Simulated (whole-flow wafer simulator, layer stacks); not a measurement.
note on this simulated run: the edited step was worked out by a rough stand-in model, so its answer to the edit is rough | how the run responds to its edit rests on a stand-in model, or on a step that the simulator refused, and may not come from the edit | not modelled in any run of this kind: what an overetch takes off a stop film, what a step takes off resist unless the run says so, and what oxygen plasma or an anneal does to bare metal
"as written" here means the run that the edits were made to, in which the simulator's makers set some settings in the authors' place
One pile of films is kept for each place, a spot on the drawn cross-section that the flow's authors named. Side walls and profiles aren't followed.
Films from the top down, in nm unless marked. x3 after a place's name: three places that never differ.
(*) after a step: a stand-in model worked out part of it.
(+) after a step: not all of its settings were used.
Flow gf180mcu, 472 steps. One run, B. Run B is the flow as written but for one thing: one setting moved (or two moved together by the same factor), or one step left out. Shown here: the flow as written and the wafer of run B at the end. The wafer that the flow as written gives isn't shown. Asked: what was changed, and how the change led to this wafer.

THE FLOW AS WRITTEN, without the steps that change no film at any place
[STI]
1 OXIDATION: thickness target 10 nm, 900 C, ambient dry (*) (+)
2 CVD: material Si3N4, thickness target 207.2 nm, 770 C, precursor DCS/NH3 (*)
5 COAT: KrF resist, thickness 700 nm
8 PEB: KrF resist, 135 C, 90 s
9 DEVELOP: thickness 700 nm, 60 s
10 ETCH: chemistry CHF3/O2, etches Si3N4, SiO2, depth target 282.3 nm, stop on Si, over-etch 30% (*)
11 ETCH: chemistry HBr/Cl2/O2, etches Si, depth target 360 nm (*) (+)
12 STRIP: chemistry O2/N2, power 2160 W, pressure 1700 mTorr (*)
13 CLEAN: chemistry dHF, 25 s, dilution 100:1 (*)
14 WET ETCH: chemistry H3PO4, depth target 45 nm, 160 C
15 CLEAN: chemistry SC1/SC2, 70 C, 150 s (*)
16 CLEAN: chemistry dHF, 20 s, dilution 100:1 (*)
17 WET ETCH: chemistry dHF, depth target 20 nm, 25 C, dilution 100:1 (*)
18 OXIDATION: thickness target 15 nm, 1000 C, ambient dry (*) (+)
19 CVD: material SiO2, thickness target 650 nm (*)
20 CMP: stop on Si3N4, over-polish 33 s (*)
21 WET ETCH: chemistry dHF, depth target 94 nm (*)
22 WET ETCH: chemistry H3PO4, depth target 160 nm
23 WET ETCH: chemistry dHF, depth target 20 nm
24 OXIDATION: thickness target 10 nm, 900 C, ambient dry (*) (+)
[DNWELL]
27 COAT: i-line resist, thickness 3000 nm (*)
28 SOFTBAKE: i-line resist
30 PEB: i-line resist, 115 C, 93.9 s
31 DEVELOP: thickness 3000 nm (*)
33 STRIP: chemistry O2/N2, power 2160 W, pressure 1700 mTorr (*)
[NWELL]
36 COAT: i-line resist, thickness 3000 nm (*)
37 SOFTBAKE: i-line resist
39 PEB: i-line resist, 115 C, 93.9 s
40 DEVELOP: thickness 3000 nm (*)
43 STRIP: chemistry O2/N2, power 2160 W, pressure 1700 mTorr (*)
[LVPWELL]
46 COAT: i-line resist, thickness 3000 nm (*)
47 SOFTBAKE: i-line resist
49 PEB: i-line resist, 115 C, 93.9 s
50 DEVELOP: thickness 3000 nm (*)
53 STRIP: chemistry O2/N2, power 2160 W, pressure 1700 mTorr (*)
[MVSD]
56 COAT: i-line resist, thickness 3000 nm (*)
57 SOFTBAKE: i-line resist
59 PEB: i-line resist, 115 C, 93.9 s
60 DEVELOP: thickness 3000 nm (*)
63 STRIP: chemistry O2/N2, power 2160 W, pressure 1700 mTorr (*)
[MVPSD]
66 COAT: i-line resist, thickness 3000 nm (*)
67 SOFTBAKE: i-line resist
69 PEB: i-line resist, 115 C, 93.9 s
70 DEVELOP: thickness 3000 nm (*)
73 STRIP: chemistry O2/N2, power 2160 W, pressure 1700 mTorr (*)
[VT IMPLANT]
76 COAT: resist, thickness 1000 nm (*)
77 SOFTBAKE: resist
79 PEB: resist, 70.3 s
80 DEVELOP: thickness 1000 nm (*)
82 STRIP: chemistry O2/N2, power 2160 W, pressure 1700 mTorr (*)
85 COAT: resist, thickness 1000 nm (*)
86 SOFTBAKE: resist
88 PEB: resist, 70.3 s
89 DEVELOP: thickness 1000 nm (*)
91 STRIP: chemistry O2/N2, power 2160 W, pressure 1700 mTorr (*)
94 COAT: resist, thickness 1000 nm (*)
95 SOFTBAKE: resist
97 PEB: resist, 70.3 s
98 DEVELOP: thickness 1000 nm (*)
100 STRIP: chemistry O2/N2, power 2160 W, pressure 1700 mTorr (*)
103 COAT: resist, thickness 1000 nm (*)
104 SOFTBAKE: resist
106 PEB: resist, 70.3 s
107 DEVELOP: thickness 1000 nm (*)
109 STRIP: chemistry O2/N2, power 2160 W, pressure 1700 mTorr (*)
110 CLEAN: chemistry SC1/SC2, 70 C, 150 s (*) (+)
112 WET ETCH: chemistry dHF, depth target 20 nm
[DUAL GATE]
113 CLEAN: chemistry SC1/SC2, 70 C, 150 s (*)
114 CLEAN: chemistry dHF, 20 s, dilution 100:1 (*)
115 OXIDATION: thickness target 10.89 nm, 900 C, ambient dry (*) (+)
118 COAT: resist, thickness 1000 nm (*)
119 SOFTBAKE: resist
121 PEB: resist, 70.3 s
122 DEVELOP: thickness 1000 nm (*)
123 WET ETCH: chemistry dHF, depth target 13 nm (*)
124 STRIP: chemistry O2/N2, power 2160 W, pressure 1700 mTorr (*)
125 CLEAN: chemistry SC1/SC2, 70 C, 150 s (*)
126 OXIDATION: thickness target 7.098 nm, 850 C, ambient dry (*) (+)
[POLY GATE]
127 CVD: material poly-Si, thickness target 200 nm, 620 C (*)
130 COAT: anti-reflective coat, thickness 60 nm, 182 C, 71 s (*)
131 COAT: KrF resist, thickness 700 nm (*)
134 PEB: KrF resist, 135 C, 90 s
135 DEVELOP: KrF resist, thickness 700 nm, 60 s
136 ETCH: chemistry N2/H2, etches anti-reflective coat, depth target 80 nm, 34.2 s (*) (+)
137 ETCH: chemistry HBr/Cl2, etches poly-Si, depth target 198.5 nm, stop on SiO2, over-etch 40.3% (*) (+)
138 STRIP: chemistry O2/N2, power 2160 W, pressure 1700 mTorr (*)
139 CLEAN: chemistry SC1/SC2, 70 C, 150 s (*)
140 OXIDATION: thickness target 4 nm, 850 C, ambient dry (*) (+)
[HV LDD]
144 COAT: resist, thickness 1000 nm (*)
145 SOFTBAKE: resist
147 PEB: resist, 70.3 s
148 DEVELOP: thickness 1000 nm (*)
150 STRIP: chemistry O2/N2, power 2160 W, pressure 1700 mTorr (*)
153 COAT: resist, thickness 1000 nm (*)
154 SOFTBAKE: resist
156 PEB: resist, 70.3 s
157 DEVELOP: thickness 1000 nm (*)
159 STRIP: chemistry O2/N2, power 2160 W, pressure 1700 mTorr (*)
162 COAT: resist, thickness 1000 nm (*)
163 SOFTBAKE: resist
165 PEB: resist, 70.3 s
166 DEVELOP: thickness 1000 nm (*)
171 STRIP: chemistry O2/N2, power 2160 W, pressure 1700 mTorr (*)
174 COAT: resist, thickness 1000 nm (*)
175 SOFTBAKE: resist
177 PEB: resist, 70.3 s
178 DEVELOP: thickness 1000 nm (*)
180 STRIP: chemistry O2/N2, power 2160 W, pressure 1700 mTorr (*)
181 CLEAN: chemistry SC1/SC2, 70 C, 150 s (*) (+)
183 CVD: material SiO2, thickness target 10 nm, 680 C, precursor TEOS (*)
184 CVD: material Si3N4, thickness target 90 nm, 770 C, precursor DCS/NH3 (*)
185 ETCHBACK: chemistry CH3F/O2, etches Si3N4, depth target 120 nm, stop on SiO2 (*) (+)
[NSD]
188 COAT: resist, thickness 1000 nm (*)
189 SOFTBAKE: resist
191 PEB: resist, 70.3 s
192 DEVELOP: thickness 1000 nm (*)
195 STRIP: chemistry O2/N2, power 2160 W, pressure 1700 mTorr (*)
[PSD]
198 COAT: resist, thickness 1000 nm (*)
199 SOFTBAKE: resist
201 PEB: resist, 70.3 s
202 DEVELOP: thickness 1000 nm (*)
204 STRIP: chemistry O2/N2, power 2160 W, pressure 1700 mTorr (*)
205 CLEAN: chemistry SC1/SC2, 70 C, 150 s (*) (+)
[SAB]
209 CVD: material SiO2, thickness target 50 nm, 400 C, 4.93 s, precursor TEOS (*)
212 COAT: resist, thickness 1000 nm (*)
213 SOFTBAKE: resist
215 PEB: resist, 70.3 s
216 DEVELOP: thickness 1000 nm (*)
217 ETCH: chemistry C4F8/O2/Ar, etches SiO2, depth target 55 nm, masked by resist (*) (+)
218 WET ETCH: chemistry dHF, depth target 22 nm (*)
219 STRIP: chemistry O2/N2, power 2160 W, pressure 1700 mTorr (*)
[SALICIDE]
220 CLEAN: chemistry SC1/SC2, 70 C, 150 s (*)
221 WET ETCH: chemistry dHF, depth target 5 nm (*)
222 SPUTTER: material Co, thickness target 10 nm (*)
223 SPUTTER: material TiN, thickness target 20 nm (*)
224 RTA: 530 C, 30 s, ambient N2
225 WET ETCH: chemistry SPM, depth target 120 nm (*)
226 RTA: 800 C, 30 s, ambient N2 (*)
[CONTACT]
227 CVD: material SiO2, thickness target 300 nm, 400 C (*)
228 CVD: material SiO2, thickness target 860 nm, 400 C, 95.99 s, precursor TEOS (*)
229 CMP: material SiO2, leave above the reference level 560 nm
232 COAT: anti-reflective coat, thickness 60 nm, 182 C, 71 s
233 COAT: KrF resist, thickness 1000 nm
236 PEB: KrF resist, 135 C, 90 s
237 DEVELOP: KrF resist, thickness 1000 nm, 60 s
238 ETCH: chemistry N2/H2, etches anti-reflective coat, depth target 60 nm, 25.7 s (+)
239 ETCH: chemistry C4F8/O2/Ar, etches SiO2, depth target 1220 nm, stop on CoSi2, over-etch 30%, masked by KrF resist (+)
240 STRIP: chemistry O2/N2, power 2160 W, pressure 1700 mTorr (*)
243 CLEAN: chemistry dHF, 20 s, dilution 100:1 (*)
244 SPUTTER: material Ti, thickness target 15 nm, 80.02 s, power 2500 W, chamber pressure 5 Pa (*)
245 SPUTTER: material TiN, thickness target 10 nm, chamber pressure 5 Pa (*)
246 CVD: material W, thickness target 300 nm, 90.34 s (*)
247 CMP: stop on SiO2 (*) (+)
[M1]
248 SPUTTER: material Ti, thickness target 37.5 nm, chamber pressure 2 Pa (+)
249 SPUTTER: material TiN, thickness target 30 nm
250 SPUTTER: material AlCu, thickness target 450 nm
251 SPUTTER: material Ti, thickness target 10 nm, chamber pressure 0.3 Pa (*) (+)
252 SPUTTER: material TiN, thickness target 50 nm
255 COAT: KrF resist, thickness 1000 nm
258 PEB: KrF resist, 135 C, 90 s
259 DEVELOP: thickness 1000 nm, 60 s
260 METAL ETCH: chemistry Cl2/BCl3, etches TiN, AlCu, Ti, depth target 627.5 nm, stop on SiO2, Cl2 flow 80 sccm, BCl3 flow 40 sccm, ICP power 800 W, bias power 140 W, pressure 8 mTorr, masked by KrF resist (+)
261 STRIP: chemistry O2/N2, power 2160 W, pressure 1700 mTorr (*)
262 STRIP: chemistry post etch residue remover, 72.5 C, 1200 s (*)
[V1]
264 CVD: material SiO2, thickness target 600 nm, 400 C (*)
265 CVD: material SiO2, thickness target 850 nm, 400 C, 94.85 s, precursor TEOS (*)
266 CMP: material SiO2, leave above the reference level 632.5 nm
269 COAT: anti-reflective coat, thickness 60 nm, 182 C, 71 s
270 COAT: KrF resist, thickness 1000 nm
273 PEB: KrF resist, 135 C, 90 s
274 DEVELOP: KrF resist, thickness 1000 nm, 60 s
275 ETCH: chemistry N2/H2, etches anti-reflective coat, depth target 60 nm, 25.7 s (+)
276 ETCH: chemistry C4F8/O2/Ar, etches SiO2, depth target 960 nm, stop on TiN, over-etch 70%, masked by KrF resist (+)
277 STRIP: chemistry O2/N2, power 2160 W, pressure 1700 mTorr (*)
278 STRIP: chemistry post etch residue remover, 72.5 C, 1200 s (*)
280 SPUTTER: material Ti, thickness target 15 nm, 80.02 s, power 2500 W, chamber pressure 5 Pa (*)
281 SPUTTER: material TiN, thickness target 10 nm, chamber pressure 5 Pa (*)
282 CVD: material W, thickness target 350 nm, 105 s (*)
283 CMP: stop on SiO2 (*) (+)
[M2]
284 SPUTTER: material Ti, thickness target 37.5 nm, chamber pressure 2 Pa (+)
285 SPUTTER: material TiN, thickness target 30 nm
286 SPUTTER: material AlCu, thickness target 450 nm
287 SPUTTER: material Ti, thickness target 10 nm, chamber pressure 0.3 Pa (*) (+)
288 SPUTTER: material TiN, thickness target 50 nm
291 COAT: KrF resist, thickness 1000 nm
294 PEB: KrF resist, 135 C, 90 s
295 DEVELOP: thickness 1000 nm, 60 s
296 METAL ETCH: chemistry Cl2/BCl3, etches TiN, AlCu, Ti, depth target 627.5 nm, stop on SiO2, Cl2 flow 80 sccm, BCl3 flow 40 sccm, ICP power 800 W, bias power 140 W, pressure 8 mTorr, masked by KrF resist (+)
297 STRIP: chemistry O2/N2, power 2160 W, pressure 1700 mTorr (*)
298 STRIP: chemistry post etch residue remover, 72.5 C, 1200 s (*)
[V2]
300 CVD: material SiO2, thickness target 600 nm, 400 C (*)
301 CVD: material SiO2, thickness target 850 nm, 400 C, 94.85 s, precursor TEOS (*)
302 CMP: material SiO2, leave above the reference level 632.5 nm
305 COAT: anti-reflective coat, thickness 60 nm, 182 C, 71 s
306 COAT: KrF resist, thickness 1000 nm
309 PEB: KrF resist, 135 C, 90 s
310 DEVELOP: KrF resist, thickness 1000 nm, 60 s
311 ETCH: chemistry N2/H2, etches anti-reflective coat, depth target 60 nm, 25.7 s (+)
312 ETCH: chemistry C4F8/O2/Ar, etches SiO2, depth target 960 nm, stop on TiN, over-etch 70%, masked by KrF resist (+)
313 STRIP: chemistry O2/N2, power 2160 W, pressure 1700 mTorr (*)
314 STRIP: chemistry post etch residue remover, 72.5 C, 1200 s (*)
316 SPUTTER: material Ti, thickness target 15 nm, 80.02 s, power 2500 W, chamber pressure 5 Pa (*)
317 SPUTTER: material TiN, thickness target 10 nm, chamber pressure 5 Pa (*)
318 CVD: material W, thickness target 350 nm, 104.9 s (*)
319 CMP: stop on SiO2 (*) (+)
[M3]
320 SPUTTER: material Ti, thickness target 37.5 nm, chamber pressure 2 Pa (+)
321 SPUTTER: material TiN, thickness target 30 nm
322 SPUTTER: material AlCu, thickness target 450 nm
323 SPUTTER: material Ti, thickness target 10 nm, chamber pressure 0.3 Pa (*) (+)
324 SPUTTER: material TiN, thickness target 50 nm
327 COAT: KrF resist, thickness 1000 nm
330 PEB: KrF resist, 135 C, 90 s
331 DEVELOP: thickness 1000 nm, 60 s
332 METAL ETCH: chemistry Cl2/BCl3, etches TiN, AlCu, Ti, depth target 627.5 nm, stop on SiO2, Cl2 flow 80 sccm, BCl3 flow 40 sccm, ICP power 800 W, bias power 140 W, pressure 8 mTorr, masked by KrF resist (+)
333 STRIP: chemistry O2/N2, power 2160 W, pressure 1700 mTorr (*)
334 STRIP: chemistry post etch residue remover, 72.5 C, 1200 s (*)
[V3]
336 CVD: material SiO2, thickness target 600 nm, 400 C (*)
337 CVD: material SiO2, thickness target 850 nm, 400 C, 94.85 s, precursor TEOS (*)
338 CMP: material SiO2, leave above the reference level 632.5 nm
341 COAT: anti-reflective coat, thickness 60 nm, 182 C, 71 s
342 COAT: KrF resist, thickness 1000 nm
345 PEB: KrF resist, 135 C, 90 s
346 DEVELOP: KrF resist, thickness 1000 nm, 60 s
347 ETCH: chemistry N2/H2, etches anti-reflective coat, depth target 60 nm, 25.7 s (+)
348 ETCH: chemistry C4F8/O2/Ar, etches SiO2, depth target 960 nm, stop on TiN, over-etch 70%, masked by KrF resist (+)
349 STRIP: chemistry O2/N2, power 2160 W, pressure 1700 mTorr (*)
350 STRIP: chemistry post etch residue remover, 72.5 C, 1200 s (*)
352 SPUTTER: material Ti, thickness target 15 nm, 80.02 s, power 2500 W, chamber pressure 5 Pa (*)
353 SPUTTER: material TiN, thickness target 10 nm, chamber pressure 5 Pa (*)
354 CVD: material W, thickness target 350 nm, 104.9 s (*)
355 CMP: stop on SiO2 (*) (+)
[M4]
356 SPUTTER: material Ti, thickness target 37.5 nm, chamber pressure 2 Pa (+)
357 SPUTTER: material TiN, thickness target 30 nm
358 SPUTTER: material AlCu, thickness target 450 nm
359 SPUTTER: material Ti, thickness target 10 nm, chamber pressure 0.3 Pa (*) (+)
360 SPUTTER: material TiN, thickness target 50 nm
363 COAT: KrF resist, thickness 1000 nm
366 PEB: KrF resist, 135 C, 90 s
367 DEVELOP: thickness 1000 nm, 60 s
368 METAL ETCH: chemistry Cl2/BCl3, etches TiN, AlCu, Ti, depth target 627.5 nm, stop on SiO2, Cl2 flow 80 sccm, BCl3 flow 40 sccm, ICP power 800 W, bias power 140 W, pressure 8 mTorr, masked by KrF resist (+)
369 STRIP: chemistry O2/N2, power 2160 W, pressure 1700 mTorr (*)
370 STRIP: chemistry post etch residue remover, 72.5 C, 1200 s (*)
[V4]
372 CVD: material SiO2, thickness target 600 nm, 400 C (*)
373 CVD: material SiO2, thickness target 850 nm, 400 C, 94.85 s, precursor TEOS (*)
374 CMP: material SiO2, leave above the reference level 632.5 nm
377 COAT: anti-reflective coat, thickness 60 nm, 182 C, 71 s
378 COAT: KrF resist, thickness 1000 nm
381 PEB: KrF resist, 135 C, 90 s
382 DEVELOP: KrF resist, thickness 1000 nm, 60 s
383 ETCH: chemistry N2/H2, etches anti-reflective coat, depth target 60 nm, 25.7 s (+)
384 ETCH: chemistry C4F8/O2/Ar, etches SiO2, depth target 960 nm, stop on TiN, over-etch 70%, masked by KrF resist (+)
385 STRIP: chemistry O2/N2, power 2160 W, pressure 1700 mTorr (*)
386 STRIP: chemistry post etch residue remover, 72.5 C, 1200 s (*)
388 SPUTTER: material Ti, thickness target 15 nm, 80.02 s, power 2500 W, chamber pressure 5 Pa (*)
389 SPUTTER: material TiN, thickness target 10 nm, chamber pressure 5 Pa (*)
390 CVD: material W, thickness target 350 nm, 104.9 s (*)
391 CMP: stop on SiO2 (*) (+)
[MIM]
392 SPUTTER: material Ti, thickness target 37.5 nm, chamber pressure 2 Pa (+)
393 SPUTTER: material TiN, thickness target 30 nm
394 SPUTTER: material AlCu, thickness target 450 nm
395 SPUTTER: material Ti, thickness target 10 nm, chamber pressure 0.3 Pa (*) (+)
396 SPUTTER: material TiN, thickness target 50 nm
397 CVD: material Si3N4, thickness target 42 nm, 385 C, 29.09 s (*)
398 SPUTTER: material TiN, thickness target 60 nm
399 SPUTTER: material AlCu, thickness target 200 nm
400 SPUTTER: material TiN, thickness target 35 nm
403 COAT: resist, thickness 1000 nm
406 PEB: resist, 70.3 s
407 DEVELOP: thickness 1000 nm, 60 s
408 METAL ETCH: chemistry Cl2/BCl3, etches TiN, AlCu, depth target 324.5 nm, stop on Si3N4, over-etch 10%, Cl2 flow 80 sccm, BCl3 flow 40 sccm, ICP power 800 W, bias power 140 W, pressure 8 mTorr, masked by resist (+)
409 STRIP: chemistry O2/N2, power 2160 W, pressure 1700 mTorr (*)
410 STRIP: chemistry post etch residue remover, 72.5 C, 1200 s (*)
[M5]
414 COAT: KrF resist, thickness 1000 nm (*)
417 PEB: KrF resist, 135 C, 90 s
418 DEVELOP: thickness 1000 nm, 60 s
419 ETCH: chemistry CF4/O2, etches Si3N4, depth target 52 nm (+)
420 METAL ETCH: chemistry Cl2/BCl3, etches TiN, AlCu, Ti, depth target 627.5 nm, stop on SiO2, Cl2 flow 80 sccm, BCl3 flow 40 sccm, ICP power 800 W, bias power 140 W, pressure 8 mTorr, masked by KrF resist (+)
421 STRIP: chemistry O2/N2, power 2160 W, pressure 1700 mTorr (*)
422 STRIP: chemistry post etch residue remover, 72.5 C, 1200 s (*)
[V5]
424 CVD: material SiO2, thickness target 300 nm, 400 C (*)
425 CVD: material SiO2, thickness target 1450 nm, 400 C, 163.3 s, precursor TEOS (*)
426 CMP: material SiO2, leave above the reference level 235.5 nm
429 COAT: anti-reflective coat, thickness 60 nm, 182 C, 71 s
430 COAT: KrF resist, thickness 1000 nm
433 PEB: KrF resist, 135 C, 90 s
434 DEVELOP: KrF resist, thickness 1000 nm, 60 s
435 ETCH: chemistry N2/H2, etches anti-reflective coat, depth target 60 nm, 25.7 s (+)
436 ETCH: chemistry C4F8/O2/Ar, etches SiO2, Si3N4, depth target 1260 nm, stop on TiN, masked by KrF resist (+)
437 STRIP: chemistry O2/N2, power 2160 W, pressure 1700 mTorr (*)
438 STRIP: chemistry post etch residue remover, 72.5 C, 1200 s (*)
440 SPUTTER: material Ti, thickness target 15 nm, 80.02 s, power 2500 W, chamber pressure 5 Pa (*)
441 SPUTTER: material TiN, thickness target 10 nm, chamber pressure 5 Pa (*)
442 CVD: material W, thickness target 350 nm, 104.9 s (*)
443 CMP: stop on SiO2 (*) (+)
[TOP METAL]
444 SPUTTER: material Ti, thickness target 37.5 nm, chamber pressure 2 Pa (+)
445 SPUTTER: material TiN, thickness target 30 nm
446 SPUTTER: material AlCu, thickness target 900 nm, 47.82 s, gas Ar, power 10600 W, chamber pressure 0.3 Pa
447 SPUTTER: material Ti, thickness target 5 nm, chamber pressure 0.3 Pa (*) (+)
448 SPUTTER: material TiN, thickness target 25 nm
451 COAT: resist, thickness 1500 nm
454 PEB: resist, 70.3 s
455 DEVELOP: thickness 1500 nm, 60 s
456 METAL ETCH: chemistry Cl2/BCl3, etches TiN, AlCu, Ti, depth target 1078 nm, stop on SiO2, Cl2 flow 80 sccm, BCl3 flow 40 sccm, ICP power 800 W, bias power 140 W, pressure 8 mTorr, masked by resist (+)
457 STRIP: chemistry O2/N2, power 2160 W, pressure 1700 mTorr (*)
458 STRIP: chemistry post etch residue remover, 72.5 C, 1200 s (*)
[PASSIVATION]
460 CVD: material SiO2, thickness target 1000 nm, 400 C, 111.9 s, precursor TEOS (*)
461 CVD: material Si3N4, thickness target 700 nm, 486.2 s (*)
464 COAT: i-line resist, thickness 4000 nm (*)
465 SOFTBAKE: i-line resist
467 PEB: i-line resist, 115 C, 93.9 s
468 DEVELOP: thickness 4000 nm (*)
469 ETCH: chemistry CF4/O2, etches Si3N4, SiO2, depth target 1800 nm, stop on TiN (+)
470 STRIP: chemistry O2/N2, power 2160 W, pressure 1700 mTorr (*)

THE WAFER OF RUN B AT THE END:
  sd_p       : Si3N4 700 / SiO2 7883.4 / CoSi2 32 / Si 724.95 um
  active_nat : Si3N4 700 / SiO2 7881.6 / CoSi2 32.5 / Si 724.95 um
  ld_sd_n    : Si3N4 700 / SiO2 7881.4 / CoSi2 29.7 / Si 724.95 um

The cause: step 185, ETCHBACK: depth target 162 nm was run, where the flow has depth target 120 nm.

How the change led to this, step by step:
  185 ETCHBACK: chemistry CH3F/O2, etches Si3N4, depth target 120 nm, stop on SiO2 (*) (+)
      field, field__w1, field__w2 and 100 more: Si3N4 -90 (all of it), SiO2 -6 (as written it would be: Si3N4 -90 (all of it), SiO2 -2.5)
  189 SOFTBAKE: resist
      nw_enc_fld: resist +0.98 (as written it would be: resist +2.84)
      nw_sep_fld: resist +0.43 (as written it would be: resist +3.59)
  199 SOFTBAKE: resist
      nw_enc_fld: resist +1.96 (as written it would be: resist +4.22)
      nw_sep_fld: resist +0.43 (as written it would be: resist +3.59)
  218 WET ETCH: chemistry dHF, depth target 22 nm (*)
      gate, gate_hv, gate_p and 23 more: SiO2 -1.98 (all of it) (as written it would be: SiO2 -5.48 (all of it))
      active, p_well, sd_n, iso_ptap_pw, iso_ntap_nw, iso_ptap_sub, vpnp_e: SiO2 -5.51 (all of it) (as written it would be: SiO2 -9.01 (all of it))
      (and at 16 more places)
  222 SPUTTER: material Co, thickness target 10 nm (*)
      field__w2: Co +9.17 (new film) (as written it would be: Co +8.65 (new film))
      field__w3: Co +8.66 (new film) (as written it would be: Co +8.06 (new film))
  223 SPUTTER: material TiN, thickness target 20 nm (*)
      field__w2: TiN +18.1 (new film) (as written it would be: TiN +17 (new film))
      field__w3: TiN +17 (new film) (as written it would be: TiN +15.7 (new film))
      (and at 4 more places)
  224 RTA: 530 C, 30 s, ambient N2
      ld_sd_n: under 1 film: CoSi +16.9 (new film), Co -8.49 (all of it), Si -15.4 (as written it would be: under 1 film: CoSi +16.1 (new film), Co -8.09 (all of it), Si -14.7)
      ld_drn_n: under 1 film: CoSi +18.5 (new film), Co -9.31 (all of it), Si -16.9 (as written it would be: under 1 film: CoSi +17.9 (new film), Co -9.02 (all of it), Si -16.4)
      (and at 1 more place)
  225 WET ETCH: chemistry SPM, depth target 120 nm (*)
      field__w2: TiN -18.1 (all of it), Co -9.17 (all of it) (as written it would be: TiN -17 (all of it), Co -8.65 (all of it))
      field__w3: TiN -17 (all of it), Co -8.66 (all of it) (as written it would be: TiN -15.7 (all of it), Co -8.06 (all of it))
      (and at 4 more places)
  226 RTA: 800 C, 30 s, ambient N2 (*)
      active_nat: CoSi2 +32.5 (new film), CoSi -18.5 (all of it), Si -16.9 (as written it would be: CoSi2 +31.8 (new film), CoSi -18.1 (all of it), Si -16.5)
      ld_sd_n: CoSi2 +29.7 (new film), CoSi -16.9 (all of it), Si -15.4 (as written it would be: CoSi2 +28.3 (new film), CoSi -16.1 (all of it), Si -14.7)
      (and at 3 more places)
  229 CMP: material SiO2, leave above the reference level 560 nm
      mim: SiO2 -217 (as written it would be: SiO2 -221.5)
